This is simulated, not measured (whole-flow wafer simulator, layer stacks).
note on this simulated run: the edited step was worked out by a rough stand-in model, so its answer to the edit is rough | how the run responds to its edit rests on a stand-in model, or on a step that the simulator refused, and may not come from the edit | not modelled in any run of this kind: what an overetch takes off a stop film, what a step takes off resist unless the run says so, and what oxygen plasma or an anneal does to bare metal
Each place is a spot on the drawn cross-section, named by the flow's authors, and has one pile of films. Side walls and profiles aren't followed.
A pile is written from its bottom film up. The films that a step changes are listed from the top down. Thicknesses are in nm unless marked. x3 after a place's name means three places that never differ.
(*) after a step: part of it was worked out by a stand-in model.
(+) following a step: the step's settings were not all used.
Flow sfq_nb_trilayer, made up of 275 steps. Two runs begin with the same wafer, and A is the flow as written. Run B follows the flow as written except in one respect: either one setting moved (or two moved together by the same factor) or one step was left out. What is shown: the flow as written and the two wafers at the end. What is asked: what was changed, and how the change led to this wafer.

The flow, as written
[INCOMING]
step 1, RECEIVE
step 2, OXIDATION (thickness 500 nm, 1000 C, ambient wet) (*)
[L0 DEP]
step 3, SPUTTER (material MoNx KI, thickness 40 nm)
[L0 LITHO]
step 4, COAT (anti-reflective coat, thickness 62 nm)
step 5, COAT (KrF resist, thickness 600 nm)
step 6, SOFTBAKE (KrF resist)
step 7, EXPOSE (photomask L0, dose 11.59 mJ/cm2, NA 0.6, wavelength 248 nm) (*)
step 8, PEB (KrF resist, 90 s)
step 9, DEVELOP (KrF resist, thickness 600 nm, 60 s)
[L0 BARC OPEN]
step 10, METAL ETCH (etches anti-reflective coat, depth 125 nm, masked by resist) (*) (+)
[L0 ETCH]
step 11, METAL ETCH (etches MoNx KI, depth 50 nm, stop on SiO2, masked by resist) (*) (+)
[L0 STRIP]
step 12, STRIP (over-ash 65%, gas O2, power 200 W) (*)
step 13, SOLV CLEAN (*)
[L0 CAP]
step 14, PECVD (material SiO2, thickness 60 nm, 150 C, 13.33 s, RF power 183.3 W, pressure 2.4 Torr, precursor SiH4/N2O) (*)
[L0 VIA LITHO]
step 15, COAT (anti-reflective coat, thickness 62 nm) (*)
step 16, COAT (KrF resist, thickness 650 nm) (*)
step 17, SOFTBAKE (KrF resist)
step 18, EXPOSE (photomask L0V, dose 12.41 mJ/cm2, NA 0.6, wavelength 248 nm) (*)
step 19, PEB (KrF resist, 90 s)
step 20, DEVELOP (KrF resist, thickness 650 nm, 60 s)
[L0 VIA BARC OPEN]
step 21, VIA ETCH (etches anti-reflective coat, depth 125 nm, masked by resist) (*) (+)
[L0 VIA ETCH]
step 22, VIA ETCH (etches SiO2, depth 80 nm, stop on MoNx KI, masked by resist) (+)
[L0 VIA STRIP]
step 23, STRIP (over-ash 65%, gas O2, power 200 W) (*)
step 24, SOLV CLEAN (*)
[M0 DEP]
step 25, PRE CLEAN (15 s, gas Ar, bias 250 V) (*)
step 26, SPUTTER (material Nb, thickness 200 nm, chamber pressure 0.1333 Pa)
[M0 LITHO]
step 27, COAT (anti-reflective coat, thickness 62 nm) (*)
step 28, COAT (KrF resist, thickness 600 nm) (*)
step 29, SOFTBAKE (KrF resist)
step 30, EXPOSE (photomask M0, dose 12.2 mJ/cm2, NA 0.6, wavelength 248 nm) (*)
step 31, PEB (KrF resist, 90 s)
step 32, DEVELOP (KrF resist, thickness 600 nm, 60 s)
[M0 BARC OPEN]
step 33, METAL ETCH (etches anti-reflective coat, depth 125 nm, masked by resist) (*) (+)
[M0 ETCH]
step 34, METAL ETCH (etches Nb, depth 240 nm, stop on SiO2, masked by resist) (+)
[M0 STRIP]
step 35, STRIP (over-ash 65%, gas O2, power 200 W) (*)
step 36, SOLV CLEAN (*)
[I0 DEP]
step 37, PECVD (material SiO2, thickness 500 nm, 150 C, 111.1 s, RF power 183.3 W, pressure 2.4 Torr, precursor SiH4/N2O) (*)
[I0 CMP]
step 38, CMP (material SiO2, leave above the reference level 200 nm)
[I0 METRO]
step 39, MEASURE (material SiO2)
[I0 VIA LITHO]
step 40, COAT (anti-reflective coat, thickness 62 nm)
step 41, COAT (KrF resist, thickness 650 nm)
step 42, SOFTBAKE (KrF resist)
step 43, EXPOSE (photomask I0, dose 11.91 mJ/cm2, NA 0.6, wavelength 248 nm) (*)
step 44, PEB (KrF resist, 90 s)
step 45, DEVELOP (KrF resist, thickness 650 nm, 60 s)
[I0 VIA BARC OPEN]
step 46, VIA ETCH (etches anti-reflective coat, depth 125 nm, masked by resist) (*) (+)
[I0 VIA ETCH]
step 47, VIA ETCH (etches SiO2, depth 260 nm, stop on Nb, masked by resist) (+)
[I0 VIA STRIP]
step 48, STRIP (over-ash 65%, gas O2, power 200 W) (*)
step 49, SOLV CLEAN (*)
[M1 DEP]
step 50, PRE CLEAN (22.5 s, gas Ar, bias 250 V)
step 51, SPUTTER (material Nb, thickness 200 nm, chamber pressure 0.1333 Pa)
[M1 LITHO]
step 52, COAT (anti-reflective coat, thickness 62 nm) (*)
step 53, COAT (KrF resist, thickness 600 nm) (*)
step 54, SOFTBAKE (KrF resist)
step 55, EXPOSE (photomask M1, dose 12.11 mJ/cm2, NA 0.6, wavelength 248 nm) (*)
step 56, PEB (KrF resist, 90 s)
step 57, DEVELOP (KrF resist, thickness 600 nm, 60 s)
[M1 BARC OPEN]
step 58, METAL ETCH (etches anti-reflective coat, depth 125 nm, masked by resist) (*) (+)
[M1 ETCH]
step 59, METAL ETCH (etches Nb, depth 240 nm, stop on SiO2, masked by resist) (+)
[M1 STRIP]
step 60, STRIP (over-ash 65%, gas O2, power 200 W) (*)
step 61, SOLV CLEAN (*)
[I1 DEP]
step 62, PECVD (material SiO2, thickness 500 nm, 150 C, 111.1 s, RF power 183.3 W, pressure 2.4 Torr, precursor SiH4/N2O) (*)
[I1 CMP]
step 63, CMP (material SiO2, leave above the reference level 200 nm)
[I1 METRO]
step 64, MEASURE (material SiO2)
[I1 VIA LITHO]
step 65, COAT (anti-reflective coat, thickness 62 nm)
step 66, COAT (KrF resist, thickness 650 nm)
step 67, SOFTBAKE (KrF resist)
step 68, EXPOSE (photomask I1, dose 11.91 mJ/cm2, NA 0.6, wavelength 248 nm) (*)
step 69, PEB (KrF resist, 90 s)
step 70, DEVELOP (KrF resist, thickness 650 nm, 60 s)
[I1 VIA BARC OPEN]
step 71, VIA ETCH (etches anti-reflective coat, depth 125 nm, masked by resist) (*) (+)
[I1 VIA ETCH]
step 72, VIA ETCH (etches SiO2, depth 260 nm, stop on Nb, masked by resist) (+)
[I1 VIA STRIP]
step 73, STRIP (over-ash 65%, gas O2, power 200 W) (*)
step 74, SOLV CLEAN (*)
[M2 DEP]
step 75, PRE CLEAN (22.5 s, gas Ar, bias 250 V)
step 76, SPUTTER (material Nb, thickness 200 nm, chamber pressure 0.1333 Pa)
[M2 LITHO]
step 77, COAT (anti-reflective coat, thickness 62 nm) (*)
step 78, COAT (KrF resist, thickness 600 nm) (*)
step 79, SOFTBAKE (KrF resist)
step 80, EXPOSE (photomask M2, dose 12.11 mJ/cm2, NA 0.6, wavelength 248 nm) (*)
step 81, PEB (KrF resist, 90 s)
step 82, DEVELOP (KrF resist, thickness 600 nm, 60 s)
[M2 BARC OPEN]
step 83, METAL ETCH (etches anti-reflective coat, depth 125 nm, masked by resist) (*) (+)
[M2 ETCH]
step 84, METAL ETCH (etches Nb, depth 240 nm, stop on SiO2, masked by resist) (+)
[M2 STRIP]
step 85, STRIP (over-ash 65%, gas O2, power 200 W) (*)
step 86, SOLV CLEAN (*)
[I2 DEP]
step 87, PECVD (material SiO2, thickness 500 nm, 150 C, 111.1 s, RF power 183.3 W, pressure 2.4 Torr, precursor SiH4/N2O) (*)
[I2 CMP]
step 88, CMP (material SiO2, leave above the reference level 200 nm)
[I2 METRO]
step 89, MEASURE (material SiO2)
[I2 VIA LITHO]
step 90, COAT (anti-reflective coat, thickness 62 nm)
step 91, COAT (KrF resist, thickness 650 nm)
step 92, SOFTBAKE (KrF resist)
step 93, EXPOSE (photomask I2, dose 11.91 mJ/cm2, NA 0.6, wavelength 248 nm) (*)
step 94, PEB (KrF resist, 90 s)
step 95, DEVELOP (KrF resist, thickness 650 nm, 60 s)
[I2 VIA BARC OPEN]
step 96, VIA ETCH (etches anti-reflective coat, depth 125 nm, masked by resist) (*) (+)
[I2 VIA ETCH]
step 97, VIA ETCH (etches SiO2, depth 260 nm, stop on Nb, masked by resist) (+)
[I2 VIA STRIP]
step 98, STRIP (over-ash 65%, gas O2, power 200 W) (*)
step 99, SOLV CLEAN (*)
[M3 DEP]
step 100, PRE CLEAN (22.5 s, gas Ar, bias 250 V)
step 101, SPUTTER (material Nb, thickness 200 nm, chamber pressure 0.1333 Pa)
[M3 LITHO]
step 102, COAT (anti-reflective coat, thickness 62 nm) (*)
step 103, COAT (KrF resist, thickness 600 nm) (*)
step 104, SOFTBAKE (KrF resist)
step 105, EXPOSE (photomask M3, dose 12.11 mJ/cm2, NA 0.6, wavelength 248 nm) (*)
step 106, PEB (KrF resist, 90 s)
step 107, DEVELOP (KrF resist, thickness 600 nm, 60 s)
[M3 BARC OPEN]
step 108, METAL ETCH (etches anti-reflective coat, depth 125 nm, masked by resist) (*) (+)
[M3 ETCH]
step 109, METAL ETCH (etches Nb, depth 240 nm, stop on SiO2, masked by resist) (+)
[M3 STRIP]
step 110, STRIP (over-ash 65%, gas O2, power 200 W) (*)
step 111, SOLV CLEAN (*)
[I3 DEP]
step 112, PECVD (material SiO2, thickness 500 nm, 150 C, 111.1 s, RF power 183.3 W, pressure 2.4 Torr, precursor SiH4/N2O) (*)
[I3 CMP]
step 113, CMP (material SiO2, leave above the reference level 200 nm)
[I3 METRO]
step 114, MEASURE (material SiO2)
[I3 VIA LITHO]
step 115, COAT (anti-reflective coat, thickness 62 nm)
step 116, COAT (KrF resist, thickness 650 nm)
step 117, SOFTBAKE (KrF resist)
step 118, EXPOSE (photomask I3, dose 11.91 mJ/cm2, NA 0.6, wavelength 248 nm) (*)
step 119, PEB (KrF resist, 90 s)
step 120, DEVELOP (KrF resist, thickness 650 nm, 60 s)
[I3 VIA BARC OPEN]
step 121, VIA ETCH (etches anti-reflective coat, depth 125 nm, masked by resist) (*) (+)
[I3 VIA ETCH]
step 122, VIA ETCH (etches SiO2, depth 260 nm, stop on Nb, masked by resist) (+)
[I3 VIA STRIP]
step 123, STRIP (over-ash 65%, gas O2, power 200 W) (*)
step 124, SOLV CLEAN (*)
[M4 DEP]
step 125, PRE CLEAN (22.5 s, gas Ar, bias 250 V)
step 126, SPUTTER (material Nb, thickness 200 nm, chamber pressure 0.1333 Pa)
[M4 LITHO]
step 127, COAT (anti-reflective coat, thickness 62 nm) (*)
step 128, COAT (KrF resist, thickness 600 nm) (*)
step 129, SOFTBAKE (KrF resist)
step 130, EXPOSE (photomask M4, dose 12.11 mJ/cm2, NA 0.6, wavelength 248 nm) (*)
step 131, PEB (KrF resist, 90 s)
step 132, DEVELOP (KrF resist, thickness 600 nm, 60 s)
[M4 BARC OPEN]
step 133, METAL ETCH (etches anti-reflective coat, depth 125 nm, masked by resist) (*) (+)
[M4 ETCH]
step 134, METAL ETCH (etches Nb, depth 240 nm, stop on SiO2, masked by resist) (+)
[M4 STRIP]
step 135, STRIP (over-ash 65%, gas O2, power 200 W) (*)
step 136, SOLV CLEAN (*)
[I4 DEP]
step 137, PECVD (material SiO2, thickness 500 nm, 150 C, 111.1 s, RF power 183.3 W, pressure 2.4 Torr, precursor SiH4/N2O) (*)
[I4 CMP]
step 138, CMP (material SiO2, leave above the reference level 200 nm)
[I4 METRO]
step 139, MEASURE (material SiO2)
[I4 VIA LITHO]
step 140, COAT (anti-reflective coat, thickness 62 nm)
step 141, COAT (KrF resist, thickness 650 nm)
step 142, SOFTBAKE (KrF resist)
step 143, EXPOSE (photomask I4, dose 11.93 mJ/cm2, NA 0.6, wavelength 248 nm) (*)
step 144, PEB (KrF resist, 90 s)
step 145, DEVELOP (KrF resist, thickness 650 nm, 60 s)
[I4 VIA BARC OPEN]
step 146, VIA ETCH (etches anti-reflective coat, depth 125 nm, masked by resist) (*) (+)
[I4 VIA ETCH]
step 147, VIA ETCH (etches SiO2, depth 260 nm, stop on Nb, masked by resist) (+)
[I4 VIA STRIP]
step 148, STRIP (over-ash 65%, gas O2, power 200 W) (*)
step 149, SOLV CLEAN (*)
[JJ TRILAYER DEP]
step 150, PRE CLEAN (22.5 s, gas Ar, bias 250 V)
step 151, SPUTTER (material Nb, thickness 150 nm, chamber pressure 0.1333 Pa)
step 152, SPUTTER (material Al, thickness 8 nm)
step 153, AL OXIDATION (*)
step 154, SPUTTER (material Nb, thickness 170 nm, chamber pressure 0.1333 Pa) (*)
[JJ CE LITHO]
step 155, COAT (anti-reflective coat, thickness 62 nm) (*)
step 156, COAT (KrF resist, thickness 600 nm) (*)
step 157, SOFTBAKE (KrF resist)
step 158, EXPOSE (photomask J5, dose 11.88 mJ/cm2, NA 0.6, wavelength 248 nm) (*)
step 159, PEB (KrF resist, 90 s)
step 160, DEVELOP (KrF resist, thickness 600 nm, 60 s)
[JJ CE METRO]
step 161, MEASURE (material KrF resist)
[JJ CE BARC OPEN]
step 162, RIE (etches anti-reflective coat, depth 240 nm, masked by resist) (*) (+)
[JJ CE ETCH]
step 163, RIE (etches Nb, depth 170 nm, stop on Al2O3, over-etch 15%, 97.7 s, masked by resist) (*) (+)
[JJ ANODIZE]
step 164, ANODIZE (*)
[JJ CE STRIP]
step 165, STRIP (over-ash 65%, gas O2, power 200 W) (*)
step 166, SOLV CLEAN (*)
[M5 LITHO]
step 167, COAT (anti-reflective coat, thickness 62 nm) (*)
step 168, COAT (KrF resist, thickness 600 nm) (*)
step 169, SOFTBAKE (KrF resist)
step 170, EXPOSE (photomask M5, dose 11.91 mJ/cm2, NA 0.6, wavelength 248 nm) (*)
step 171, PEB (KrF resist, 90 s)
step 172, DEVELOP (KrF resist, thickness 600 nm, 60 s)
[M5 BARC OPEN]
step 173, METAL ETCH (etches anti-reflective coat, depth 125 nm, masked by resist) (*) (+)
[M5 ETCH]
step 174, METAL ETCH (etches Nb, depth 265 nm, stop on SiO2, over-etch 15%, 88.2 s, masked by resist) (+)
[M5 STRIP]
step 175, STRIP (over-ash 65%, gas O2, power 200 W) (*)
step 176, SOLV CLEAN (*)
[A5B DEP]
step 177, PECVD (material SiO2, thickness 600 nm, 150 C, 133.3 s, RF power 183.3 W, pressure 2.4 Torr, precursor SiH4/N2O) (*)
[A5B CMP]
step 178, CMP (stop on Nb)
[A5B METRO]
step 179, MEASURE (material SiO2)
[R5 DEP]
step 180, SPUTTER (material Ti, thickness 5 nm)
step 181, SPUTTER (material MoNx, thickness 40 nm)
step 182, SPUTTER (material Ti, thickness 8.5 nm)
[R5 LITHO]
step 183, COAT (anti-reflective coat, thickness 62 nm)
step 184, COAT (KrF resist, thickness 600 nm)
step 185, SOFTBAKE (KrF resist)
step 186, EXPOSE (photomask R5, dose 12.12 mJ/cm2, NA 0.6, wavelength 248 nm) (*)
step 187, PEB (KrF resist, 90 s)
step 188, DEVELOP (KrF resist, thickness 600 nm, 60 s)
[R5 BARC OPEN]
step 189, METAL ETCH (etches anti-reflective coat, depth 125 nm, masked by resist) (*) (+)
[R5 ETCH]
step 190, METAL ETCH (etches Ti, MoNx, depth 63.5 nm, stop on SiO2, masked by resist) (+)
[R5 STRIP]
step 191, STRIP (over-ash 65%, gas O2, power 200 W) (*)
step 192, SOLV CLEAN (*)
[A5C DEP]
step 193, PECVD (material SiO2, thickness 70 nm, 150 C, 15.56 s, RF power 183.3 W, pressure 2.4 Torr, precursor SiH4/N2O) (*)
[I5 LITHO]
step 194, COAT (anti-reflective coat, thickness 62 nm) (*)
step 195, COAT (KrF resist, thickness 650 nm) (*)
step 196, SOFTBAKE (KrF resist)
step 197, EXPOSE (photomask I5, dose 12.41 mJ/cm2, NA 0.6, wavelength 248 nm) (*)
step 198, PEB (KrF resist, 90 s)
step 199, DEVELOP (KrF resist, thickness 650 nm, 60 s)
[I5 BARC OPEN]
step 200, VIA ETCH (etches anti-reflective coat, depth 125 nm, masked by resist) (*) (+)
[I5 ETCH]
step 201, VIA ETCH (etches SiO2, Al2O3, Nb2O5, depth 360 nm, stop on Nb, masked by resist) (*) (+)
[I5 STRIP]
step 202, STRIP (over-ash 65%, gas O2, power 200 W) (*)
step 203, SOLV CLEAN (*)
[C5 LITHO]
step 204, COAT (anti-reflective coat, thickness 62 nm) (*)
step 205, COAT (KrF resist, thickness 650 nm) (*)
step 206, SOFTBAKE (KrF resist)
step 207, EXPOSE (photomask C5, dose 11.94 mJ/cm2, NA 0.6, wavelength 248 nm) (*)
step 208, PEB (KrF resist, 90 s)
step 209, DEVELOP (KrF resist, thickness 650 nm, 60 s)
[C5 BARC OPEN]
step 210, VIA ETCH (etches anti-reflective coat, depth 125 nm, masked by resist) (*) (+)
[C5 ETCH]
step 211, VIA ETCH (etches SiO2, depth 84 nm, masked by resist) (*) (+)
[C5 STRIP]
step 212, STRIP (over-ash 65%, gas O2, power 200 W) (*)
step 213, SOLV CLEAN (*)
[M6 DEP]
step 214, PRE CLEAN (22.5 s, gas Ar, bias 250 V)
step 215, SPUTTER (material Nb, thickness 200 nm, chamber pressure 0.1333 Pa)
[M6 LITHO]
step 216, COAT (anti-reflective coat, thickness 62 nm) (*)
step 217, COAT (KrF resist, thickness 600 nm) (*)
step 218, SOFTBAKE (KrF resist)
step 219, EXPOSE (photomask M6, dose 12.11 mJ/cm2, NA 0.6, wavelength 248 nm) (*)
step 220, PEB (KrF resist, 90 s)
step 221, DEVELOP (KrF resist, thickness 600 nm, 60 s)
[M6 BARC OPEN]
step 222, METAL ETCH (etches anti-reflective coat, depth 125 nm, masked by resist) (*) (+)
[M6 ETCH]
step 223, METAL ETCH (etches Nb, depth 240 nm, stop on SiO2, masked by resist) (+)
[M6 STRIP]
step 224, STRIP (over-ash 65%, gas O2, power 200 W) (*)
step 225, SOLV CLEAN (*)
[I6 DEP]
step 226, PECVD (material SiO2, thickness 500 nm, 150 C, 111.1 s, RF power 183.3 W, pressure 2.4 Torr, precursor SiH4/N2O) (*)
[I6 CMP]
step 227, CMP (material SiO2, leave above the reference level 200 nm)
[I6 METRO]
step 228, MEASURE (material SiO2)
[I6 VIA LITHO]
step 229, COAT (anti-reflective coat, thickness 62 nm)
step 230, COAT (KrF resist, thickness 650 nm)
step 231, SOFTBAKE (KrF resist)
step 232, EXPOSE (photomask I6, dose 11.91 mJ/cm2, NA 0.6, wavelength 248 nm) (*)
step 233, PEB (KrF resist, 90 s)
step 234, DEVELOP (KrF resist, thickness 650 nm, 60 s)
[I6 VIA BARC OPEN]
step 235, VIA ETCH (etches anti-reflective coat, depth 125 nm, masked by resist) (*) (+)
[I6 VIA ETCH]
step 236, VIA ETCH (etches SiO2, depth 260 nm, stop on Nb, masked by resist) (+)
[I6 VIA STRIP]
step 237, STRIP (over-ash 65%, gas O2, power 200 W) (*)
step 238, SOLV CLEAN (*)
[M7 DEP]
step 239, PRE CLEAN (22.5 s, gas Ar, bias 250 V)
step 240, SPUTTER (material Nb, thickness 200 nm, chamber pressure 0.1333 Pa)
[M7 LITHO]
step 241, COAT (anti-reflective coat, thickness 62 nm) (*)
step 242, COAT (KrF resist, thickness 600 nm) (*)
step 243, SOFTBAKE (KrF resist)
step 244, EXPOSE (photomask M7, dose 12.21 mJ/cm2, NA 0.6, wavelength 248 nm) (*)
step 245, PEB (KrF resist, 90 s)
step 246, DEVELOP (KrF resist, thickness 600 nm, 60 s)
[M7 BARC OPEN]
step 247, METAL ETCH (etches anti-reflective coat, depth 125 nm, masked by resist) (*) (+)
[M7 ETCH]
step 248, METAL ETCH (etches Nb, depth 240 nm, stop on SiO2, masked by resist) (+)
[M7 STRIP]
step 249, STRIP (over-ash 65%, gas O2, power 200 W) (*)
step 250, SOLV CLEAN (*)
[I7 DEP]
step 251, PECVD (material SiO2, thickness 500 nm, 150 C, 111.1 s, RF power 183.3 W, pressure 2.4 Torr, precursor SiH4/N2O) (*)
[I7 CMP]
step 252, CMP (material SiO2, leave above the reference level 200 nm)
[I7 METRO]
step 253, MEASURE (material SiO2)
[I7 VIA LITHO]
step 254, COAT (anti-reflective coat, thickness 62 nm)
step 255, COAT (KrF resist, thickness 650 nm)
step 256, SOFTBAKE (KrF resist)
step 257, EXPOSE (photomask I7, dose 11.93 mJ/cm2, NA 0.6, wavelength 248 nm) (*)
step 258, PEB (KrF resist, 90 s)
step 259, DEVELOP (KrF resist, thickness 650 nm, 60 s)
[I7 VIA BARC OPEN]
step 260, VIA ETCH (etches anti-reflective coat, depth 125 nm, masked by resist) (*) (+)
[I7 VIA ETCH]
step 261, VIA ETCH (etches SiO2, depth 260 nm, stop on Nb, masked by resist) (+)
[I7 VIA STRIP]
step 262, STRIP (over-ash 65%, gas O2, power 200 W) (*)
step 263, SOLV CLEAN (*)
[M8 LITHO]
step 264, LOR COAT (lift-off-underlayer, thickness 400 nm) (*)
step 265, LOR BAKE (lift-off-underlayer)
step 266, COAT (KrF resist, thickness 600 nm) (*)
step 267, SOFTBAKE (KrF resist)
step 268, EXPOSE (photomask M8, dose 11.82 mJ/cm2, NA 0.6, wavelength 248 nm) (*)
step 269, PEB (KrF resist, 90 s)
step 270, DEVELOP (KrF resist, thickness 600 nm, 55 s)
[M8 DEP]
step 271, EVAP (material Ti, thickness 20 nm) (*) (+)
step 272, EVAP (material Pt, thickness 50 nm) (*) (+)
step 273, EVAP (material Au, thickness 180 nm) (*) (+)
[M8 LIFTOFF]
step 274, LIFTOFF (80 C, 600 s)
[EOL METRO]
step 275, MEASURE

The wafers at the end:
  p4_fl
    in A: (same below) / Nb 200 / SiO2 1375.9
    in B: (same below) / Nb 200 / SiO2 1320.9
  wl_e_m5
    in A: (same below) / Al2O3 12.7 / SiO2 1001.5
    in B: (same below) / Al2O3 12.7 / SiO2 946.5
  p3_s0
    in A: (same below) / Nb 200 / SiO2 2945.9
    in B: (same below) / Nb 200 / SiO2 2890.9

Cause: step 226, PECVD: thickness 245 nm was run, whereas the flow has thickness 500 nm; step 226, PECVD: 54.44 s was run, where the flow has 111.1 s.

How this came from the change, step by step:
  step 226, PECVD (material SiO2, thickness 500 nm, 150 C, 111.1 s, RF power 183.3 W, pressure 2.4 Torr, precursor SiH4/N2O) (*)
      field_l, p4_fl, p4_fm and 62 more: A SiO2 gains 500 | B SiO2 gains 245
      v_sur, via_wl, via_w and 21 more: A SiO2 gains 500 (new film) | B SiO2 gains 245 (new film)
      (also at 17 further places)
  step 227, CMP (material SiO2, leave above the reference level 200 nm)
      field_l, p4_fl, p4_fm and 59 more: A SiO2 loses 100 | B nothing
      moat, field_r, lsp_l, ln_m5, lsp_m: A SiO2 loses 93.6 | B nothing
      (also at 39 further places)
  step 229, COAT (anti-reflective coat, thickness 62 nm)
      p3_s1, p3_l2, p3_s2, p3_s5, p3_l6: A anti-reflective coat gains 62 (new film) | B anti-reflective coat gains 63.9 (new film)
      wl_a_sr, m0r_space_l, m0r_space_r, m7r_space_l, m7r_space_r: A anti-reflective coat gains 62 (new film) | B anti-reflective coat gains 80.4 (new film)
      (also at 83 further places)
  step 230, COAT (KrF resist, thickness 650 nm)
      m0r_line_l, m0r_line_r, m7r_line_l, m7r_line_r: A KrF resist gains 650 (new film) | B KrF resist gains 680.6 (new film)
      m0r_space_l, m0r_space_r, m7r_space_l, m7r_space_r: A KrF resist gains 650 (new film) | B KrF resist gains 669.8 (new film)
      (also at 71 further places)
  step 234, DEVELOP (KrF resist, thickness 650 nm, 60 s)
      via_v: A KrF resist loses 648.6 (all of it) | B KrF resist loses 604.6 (all of it)
  step 235, VIA ETCH (etches anti-reflective coat, depth 125 nm, masked by resist) (*) (+)
      field_l, v_sur, via_wl and 102 more: A KrF resist loses 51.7 | B KrF resist loses 43.9
      via_v: A anti-reflective coat loses 62 (all of it), SiO2 loses 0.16 | B anti-reflective coat loses 52.6 (all of it), SiO2 loses 0.13
  step 237, STRIP (over-ash 65%, gas O2, power 200 W) (*)
      m0r_line_l, m0r_line_r, m7r_line_l, m7r_line_r: A KrF resist loses 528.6 (all of it), anti-reflective coat loses 62 (all of it) | B KrF resist loses 567 (all of it), anti-reflective coat loses 62.2 (all of it)
      m0r_space_l, m0r_space_r, m7r_space_l, m7r_space_r: A KrF resist loses 528.6 (all of it), anti-reflective coat loses 62 (all of it) | B KrF resist loses 556.2 (all of it), anti-reflective coat loses 80.4 (all of it)
      (also at 92 further places)
  step 240, SPUTTER (material Nb, thickness 200 nm, chamber pressure 0.1333 Pa)
      lsp_r, l0_sur, l0v: A Nb gains 200 (new film) | B Nb gains 192.8 (new film)
      be: A Nb gains 200 (new film) | B Nb gains 133.8 (new film)
      (also at 4 further places)
  step 241, COAT (anti-reflective coat, thickness 62 nm) (*)
      p3_l3, p3_s3, p3_l4, p3_s4, p3_l5: A anti-reflective coat gains 62 (new film) | B anti-reflective coat gains 63.7 (new film)
      m0r_space_l, m0r_space_r, m7r_space_l, m7r_space_r: A anti-reflective coat gains 62 (new film) | B anti-reflective coat gains 78.2 (new film)
      (also at 84 further places)
  step 242, COAT (KrF resist, thickness 600 nm) (*)
      m0r_line_l, m0r_line_r, m7r_line_l, m7r_line_r: A KrF resist gains 600 (new film) | B KrF resist gains 628.1 (new film)
      m0r_space_l, m0r_space_r, m7r_space_l, m7r_space_r: A KrF resist gains 600 (new film) | B KrF resist gains 620.4 (new film)
      (also at 72 further places)
  step 246, DEVELOP (KrF resist, thickness 600 nm, 60 s)
      m0r_space_l, m0r_space_r, m7r_space_l, m7r_space_r: A KrF resist loses 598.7 (all of it) | B KrF resist loses 619.1 (all of it)
      wl_c_sr, wl_d_sl: A KrF resist loses 598.7 (all of it) | B KrF resist loses 616 (all of it)
      (also at 33 further places)
  step 247, METAL ETCH (etches anti-reflective coat, depth 125 nm, masked by resist) (*) (+)
      m5r_linepad_l, m5r_linepad_r: A anti-reflective coat loses 62 (all of it) | B anti-reflective coat loses 125
      v_sur, via_wl, via_w and 38 more: A KrF resist loses 51.7 | B KrF resist loses 69.4
      (also at 53 further places)
  step 248, METAL ETCH (etches Nb, depth 240 nm, stop on SiO2, masked by resist) (+)
      m5r_linepad_l, m5r_linepad_r: A Nb loses 200 (all of it) | B anti-reflective coat loses 20 (all of it), Nb loses 200 (all of it)
      l0_sur, l0v: A Nb loses 200 (all of it) | B Nb loses 192.8 (all of it)
  step 249, STRIP (over-ash 65%, gas O2, power 200 W) (*)
      m7r_line_l, m7r_line_r: A KrF resist loses 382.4 (all of it), anti-reflective coat loses 62 (all of it) | B KrF resist loses 392.6 (all of it), anti-reflective coat loses 62.7 (all of it)
      v_sur: A KrF resist loses 379.9 (all of it), anti-reflective coat loses 61.4 (all of it) | B KrF resist loses 304.4 (all of it), anti-reflective coat loses 42.1 (all of it)
      (also at 37 further places)
  step 251, PECVD (material SiO2, thickness 500 nm, 150 C, 111.1 s, RF power 183.3 W, pressure 2.4 Torr, precursor SiH4/N2O) (*)
      wl_c_sl, m6r_space_l, m6r_space_r: A SiO2 gains 500 | B SiO2 gains 512.1
      be: A SiO2 gains 500 (new film) | B SiO2 gains 346 (new film)
      (also at 2 further places)
  step 252, CMP (material SiO2, leave above the reference level 200 nm)
      field_l, p4_fl, p4_fm and 53 more: A SiO2 loses 100 | B nothing
      field_r, lsp_l: A SiO2 loses 77.7 | B nothing
      (also at 23 further places)
  ... another 8 steps ...
  step 274, LIFTOFF (80 C, 600 s)
      m0r_line_l, m0r_line_r: A Au loses 180 (all of it), Pt loses 50 (all of it), Ti loses 20 (all of it), KrF resist loses 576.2 (all of it), lift-off-underlayer loses 400 (all of it) | B Au loses 180 (all of it), Pt loses 50 (all of it), Ti loses 20 (all of it), KrF resist loses 580.6 (all of it), lift-off-underlayer loses 414.5 (all of it)
      m0r_space_l, m0r_space_r: A Au loses 180 (all of it), Pt loses 50 (all of it), Ti loses 20 (all of it), KrF resist loses 576.2 (all of it), lift-off-underlayer loses 400 (all of it) | B Au loses 180 (all of it), Pt loses 50 (all of it), Ti loses 20 (all of it), KrF resist loses 577.3 (all of it), lift-off-underlayer loses 418.6 (all of it)
      (also at 45 further places)
